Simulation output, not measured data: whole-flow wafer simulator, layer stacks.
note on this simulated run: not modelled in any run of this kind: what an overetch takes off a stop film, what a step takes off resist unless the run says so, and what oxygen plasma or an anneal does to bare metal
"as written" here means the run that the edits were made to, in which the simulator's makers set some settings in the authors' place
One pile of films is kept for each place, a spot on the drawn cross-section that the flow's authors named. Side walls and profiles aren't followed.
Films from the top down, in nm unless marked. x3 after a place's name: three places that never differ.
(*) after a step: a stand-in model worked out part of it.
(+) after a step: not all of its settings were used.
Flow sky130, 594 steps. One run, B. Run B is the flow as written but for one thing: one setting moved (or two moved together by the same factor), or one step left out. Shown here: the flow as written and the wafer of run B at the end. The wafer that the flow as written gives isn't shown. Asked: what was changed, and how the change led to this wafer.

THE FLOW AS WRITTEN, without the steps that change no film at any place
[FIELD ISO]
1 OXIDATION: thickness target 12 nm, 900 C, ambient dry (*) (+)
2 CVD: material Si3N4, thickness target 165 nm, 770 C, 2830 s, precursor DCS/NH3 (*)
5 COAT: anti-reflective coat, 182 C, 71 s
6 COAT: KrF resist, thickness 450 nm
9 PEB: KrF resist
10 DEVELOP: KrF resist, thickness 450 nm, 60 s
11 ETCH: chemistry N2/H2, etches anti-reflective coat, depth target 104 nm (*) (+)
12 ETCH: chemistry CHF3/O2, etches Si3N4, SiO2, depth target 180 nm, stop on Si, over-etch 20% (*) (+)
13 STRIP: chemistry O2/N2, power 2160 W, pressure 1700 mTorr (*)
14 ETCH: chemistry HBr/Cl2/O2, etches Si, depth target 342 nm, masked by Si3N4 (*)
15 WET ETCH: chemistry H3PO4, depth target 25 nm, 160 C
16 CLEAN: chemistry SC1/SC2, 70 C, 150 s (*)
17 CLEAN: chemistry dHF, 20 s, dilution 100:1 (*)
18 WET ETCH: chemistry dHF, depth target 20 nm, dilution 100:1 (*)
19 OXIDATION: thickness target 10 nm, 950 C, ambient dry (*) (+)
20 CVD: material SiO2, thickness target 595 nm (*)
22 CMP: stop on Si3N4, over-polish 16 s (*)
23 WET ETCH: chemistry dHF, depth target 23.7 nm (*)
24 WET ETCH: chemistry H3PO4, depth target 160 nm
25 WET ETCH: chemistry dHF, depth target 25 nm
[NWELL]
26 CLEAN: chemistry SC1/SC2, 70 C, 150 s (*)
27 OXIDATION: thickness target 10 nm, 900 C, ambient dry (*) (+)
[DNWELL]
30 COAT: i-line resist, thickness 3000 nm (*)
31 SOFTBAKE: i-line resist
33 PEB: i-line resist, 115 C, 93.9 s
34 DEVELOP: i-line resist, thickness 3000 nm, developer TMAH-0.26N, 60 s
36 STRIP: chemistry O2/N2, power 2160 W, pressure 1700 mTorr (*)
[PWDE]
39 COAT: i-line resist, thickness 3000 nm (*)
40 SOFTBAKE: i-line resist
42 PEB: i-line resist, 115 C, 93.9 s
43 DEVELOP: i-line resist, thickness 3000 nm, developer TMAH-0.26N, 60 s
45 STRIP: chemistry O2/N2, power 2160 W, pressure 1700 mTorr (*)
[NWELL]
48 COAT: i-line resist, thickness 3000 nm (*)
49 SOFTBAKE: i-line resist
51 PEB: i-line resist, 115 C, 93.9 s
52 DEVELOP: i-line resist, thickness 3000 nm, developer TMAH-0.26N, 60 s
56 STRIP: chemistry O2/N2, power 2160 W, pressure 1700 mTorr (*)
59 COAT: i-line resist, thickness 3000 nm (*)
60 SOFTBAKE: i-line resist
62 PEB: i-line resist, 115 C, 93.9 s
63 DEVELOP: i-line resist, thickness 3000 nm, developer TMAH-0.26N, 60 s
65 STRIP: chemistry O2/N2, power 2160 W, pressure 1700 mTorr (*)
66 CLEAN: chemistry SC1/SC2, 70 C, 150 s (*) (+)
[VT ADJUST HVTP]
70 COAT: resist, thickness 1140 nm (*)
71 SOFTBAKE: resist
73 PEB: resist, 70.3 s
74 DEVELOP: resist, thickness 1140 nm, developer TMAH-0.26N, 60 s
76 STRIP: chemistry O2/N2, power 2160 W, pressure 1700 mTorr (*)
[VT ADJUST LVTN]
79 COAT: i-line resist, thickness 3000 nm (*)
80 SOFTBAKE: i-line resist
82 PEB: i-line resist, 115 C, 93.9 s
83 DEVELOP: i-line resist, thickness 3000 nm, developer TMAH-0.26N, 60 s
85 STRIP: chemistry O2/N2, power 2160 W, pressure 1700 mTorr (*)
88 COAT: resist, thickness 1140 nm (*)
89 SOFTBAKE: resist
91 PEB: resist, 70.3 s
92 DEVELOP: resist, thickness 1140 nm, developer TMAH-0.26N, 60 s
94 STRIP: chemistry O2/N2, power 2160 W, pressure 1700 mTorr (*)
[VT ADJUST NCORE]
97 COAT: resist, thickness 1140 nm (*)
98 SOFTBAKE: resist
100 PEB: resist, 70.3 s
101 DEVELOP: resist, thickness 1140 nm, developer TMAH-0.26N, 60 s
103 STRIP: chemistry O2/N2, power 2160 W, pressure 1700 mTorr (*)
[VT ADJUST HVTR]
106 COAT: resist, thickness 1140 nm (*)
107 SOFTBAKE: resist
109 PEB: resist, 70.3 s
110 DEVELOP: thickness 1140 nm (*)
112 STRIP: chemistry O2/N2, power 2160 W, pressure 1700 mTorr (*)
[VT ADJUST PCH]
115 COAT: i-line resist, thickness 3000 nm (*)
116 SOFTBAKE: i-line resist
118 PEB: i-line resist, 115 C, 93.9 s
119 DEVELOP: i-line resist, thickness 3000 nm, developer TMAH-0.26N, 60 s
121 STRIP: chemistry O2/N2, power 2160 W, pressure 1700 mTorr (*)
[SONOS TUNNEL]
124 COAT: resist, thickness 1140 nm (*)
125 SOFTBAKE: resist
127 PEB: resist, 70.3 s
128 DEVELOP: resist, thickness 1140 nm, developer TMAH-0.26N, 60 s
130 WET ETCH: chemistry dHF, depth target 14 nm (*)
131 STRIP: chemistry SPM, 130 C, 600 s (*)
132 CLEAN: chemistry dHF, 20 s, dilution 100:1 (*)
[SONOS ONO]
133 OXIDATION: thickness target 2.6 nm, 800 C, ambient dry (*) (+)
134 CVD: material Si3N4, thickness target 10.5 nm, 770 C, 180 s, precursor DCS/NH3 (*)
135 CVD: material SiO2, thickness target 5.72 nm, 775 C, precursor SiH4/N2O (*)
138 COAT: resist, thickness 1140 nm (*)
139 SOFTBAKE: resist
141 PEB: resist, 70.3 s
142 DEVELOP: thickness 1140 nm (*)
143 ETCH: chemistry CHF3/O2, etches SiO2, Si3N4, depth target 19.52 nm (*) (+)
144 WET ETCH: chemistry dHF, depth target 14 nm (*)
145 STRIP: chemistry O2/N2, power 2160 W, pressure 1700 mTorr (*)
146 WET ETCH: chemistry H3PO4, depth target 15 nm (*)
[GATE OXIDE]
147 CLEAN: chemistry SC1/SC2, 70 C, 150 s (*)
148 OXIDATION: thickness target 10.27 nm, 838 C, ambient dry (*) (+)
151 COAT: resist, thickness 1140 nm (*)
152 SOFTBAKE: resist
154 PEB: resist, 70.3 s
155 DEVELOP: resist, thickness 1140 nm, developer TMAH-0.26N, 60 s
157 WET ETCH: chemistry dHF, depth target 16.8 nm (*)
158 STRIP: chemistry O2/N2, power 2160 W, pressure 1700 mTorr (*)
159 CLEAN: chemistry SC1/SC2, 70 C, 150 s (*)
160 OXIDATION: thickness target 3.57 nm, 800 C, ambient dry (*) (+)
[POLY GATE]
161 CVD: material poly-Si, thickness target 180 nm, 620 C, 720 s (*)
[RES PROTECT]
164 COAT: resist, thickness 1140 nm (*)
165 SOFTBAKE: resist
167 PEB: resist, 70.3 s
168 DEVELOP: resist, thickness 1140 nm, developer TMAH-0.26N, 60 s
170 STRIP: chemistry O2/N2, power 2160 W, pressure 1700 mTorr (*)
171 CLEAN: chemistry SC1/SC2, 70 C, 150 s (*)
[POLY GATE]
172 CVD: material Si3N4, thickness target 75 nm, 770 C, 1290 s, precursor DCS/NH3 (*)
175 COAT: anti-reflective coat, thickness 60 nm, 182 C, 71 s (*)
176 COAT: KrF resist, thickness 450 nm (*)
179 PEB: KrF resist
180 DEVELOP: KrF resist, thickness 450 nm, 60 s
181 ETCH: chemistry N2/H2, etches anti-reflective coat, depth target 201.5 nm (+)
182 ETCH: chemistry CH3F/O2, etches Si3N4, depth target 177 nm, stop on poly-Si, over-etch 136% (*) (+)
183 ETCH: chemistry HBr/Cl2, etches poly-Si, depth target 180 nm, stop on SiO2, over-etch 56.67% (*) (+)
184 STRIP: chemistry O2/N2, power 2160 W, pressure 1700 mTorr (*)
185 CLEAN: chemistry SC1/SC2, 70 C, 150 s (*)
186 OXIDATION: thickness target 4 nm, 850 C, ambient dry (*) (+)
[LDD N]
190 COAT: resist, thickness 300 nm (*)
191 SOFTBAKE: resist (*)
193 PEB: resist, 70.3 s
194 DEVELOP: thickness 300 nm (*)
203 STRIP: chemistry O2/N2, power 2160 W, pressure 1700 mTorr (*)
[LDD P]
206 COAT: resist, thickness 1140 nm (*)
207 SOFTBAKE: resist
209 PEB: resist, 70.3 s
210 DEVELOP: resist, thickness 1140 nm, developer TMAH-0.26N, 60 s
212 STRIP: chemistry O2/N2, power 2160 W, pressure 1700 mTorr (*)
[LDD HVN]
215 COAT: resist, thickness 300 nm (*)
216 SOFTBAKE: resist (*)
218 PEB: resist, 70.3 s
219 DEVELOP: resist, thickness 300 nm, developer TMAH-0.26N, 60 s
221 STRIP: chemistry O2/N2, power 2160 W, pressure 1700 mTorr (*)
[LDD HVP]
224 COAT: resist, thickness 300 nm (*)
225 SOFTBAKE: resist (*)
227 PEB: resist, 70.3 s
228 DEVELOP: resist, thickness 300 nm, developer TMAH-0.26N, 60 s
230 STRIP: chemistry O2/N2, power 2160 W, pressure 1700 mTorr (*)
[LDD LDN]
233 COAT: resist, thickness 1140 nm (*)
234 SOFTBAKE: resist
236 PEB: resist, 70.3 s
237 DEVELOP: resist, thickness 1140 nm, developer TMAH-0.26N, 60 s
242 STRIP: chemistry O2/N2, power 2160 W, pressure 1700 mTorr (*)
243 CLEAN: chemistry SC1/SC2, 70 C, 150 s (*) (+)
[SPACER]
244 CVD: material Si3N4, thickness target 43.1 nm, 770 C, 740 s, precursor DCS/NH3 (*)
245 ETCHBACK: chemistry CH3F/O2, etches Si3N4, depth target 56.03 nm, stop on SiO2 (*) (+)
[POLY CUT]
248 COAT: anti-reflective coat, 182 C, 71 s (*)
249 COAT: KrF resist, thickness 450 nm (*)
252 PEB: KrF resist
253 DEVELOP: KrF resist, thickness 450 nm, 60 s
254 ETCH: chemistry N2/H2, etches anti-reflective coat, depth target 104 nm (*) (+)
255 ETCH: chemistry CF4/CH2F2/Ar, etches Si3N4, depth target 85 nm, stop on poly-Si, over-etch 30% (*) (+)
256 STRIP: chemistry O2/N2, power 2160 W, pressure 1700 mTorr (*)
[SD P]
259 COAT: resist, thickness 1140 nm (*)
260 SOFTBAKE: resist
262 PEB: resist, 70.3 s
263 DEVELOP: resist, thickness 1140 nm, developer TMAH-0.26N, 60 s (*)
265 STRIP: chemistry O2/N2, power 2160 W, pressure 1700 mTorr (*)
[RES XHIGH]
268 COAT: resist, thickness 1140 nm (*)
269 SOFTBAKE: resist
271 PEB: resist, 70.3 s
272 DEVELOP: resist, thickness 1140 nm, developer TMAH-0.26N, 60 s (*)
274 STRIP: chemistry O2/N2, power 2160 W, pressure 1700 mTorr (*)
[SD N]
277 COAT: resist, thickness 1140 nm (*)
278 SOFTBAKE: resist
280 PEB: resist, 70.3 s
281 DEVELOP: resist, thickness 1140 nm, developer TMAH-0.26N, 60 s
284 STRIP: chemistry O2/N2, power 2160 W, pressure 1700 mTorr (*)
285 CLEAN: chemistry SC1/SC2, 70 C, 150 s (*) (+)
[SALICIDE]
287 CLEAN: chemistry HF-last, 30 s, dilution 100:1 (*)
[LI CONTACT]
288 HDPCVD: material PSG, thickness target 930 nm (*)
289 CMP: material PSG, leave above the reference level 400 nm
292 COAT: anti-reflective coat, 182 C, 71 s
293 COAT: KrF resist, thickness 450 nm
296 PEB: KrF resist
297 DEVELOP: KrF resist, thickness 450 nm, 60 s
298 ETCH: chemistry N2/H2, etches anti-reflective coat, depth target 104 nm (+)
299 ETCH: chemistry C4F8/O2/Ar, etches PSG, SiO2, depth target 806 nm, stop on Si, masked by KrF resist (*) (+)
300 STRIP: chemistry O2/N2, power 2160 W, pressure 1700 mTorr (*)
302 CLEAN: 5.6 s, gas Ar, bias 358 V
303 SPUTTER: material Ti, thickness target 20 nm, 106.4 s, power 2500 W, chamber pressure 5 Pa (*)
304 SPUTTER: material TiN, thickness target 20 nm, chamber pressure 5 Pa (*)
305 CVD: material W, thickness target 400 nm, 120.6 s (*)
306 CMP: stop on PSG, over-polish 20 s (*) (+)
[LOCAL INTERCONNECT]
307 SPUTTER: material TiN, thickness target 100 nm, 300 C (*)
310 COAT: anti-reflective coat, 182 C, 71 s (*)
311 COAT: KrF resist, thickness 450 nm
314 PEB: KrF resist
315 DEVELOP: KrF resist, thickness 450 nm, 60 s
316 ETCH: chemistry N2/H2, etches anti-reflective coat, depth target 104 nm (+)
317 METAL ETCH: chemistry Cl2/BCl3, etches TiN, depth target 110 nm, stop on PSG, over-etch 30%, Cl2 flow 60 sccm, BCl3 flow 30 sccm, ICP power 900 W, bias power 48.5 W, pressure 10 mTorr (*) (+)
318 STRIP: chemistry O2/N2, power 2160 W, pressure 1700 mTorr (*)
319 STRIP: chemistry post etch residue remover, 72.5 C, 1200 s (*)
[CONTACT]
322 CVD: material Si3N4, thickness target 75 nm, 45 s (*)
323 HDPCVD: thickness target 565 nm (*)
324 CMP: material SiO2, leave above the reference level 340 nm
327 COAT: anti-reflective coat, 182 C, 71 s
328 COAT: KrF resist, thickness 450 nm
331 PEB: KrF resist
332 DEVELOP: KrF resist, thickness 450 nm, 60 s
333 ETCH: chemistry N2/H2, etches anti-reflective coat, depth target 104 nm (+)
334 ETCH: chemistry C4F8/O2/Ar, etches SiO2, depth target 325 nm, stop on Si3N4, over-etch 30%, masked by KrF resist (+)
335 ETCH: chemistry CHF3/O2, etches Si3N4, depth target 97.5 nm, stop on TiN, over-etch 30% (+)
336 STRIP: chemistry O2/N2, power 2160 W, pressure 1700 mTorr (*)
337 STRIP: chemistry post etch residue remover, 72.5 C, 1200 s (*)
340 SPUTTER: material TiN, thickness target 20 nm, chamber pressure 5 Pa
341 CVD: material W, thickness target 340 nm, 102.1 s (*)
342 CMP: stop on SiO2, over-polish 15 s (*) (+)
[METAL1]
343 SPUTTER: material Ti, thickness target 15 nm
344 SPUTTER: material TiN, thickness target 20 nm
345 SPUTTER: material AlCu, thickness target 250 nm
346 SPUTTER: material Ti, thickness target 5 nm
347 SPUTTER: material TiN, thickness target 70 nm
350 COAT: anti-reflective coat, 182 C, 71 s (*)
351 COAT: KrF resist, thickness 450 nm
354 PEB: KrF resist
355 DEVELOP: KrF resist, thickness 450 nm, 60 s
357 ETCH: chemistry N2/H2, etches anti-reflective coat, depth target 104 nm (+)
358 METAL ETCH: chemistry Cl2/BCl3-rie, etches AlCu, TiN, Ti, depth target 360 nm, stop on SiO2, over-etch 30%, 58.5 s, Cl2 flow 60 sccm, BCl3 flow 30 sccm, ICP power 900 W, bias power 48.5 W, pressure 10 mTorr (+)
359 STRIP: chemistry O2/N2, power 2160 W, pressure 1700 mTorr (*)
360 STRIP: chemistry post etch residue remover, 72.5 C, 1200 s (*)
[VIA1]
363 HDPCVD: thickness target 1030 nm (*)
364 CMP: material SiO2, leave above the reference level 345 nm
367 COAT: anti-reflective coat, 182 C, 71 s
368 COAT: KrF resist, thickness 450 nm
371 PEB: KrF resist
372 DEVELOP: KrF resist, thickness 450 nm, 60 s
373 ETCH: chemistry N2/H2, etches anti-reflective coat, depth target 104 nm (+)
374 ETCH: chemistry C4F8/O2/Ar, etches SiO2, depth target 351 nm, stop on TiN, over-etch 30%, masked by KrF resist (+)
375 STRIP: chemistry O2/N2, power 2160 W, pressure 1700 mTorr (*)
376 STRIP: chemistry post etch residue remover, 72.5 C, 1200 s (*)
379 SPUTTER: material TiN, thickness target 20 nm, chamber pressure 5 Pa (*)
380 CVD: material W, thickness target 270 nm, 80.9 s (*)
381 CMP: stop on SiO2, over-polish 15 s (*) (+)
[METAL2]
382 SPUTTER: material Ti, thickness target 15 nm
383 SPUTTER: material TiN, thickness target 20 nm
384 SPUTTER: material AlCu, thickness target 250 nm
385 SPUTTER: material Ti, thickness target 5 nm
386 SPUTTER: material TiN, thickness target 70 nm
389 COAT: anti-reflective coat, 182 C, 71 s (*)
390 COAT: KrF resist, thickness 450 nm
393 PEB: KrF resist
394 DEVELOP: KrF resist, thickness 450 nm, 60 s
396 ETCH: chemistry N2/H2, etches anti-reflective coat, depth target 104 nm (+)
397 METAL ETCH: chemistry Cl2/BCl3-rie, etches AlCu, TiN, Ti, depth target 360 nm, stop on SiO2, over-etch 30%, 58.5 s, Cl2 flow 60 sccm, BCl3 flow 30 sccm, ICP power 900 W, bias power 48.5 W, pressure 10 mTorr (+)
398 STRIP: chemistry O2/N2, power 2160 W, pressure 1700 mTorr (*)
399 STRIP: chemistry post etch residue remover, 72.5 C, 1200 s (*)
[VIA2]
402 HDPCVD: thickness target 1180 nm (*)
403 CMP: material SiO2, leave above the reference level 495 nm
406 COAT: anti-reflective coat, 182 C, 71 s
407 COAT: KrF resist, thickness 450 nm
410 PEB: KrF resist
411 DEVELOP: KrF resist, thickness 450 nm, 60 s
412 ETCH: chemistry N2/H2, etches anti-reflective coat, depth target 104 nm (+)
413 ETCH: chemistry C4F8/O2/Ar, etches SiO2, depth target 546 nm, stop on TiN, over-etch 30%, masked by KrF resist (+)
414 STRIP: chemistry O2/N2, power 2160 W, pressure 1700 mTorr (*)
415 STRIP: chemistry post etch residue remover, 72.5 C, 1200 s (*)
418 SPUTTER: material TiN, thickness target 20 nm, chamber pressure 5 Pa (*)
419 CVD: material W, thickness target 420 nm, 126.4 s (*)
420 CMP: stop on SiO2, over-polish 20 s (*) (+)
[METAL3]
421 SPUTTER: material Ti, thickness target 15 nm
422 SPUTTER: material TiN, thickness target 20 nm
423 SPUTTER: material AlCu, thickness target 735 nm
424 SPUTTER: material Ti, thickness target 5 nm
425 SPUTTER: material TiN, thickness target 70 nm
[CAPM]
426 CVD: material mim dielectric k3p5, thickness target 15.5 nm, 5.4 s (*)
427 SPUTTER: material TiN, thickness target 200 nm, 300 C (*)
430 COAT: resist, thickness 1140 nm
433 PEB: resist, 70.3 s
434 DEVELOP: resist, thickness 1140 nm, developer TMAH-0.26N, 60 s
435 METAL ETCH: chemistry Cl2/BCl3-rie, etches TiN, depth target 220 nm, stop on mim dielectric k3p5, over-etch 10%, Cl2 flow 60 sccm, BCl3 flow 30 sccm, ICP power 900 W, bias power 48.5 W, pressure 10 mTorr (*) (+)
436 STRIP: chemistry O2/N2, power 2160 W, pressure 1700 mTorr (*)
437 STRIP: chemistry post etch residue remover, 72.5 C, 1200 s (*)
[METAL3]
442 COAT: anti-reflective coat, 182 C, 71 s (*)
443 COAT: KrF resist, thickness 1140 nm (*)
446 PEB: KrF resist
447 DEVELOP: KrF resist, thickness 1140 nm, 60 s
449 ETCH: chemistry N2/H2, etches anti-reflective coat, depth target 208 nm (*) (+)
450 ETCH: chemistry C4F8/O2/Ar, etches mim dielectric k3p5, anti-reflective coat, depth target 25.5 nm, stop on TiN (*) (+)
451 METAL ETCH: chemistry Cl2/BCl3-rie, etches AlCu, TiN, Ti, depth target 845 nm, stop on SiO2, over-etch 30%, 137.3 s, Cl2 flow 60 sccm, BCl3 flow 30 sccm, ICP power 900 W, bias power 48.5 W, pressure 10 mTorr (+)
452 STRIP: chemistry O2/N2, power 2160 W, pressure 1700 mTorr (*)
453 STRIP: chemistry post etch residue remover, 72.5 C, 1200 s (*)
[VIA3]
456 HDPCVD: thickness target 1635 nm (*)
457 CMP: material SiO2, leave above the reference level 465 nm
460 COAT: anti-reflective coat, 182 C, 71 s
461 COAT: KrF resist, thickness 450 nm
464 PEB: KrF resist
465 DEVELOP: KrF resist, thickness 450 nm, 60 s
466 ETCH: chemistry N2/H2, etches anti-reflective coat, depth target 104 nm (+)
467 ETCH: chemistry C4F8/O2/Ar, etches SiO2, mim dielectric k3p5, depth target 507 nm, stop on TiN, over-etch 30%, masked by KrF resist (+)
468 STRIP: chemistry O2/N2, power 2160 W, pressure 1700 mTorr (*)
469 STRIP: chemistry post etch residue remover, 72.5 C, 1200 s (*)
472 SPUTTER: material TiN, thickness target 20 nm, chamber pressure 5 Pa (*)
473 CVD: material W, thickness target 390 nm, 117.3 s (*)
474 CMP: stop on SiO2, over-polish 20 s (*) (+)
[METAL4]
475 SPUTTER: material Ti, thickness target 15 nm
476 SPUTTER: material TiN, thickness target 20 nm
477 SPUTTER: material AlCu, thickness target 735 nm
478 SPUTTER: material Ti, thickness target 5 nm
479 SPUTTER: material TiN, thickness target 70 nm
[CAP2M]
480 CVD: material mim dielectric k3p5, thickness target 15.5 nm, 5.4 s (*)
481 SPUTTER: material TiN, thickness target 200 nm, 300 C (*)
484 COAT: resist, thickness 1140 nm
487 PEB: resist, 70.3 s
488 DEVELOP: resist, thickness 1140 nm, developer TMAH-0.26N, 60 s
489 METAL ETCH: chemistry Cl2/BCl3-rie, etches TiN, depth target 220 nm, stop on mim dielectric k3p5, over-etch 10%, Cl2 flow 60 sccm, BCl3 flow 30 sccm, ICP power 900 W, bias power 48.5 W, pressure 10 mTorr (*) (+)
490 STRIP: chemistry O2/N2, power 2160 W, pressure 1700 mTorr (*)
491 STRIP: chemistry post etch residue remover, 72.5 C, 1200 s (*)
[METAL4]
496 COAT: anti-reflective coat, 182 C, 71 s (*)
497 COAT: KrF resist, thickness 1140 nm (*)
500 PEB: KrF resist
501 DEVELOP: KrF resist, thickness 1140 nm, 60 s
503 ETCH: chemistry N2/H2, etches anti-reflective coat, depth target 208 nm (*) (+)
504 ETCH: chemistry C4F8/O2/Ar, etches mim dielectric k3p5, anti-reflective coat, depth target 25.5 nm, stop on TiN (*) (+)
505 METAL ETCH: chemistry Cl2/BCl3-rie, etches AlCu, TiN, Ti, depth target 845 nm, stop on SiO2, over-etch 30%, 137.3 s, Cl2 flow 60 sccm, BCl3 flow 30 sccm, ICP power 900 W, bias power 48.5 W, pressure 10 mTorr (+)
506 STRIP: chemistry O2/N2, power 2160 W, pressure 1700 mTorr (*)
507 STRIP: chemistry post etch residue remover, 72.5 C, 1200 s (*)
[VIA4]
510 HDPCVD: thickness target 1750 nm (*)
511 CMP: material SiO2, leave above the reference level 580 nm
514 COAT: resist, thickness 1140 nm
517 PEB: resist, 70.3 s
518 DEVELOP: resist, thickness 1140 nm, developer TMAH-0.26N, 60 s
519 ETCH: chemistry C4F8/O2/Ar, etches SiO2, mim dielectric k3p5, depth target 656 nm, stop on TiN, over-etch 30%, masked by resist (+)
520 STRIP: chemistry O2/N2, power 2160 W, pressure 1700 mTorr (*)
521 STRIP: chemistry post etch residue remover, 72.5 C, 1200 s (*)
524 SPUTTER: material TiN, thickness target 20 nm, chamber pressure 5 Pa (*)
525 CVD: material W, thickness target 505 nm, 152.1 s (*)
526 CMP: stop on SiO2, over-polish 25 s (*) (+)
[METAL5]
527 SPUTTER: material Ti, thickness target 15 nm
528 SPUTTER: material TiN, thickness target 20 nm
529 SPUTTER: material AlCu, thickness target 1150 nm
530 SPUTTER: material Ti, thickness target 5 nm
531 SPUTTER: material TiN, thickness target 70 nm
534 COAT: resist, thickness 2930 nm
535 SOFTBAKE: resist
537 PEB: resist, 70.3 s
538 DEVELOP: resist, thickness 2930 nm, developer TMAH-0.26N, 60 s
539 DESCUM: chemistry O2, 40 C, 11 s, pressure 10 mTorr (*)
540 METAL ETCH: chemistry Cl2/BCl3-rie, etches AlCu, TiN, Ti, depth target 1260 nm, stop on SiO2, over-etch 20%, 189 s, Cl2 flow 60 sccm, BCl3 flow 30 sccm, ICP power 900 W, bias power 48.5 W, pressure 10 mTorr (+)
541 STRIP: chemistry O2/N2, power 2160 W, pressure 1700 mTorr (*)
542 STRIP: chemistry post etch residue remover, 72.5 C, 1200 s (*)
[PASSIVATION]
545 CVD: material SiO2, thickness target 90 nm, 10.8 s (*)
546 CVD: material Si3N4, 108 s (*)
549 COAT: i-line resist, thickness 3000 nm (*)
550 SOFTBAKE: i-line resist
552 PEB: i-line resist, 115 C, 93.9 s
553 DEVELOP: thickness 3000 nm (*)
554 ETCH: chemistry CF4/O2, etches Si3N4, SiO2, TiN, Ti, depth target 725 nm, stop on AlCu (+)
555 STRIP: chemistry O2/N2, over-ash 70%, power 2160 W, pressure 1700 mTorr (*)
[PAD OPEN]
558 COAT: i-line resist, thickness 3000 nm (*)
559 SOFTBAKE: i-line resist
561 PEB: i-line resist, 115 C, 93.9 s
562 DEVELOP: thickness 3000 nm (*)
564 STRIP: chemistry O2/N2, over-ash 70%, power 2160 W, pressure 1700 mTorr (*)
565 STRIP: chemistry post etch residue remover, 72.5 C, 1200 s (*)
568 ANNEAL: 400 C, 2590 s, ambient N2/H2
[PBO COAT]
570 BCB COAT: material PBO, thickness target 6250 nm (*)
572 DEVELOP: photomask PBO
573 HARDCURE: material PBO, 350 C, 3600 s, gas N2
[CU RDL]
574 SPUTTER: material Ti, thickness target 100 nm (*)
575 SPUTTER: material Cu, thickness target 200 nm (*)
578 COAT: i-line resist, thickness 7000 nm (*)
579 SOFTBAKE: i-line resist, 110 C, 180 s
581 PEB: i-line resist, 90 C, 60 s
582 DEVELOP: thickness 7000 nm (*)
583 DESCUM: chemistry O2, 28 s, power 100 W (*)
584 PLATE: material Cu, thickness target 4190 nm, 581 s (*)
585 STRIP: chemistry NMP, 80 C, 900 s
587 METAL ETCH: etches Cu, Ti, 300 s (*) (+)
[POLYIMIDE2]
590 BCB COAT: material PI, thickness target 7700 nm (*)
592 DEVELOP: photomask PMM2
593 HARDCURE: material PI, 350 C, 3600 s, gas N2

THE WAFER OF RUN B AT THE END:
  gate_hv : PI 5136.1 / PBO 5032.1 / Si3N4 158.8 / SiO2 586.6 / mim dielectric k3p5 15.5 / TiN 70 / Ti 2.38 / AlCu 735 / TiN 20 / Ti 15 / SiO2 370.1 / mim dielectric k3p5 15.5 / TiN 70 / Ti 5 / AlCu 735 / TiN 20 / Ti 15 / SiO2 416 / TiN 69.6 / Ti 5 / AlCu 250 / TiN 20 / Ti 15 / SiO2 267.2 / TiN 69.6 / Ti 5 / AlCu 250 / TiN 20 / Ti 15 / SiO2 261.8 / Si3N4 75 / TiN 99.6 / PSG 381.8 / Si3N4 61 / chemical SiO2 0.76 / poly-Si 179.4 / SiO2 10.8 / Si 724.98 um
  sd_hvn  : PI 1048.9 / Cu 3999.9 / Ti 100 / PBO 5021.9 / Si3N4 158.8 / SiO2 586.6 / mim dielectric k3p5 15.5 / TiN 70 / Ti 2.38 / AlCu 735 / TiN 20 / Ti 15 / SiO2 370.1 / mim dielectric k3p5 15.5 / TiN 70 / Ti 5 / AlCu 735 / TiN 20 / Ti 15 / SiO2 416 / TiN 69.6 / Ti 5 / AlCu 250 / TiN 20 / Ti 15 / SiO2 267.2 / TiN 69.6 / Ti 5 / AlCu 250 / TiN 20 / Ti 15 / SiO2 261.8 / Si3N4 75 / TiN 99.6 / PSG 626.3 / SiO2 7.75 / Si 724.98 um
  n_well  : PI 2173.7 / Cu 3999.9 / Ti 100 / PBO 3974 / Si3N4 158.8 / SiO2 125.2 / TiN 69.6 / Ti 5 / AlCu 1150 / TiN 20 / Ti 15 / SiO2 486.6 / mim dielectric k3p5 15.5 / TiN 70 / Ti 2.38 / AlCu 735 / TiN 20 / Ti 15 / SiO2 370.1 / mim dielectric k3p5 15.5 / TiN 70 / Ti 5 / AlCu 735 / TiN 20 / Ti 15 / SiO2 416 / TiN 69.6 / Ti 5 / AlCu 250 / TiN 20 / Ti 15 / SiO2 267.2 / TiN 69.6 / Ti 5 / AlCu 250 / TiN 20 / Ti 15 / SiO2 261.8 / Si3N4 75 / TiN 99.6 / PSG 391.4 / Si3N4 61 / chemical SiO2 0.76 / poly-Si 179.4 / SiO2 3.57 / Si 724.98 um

The cause: step 478, SPUTTER: thickness target 2.38 nm was run, where the flow has thickness target 5 nm.
It can be read off the wafer: gate_hv has Ti 2.38, and step 478 as written asks for 5 nm.

How the change led to this, step by step:
  478 SPUTTER: material Ti, thickness target 5 nm
      field, active, n_well and 189 more: Ti +2.38 (new film) (as written it would be: Ti +5 (new film))
  505 METAL ETCH: chemistry Cl2/BCl3-rie, etches AlCu, TiN, Ti, depth target 845 nm, stop on SiO2, over-etch 30%, 137.3 s, Cl2 flow 60 sccm, BCl3 flow 30 sccm, ICP power 900 W, bias power 48.5 W, pressure 10 mTorr (+)
      field, gate, spacer and 68 more: TiN -70 (all of it), Ti -2.38 (all of it), AlCu -735 (all of it), TiN -20 (all of it), Ti -15 (all of it), SiO2 -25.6 (as written it would be: TiN -70 (all of it), Ti -5 (all of it), AlCu -735 (all of it), TiN -20 (all of it), Ti -15 (all of it), SiO2 -25.4)
      active, vpp_iso1, mim_edge_plate and 14 more: TiN -70 (all of it), Ti -2.38 (all of it), AlCu -735 (all of it), TiN -20 (all of it), Ti -15 (all of it), SiO2 -25.6 (as written it would be: TiN -70 (all of it), Ti -5 (all of it), AlCu -735 (all of it), TiN -20 (all of it), Ti -15 (all of it), SiO2 -25.3)
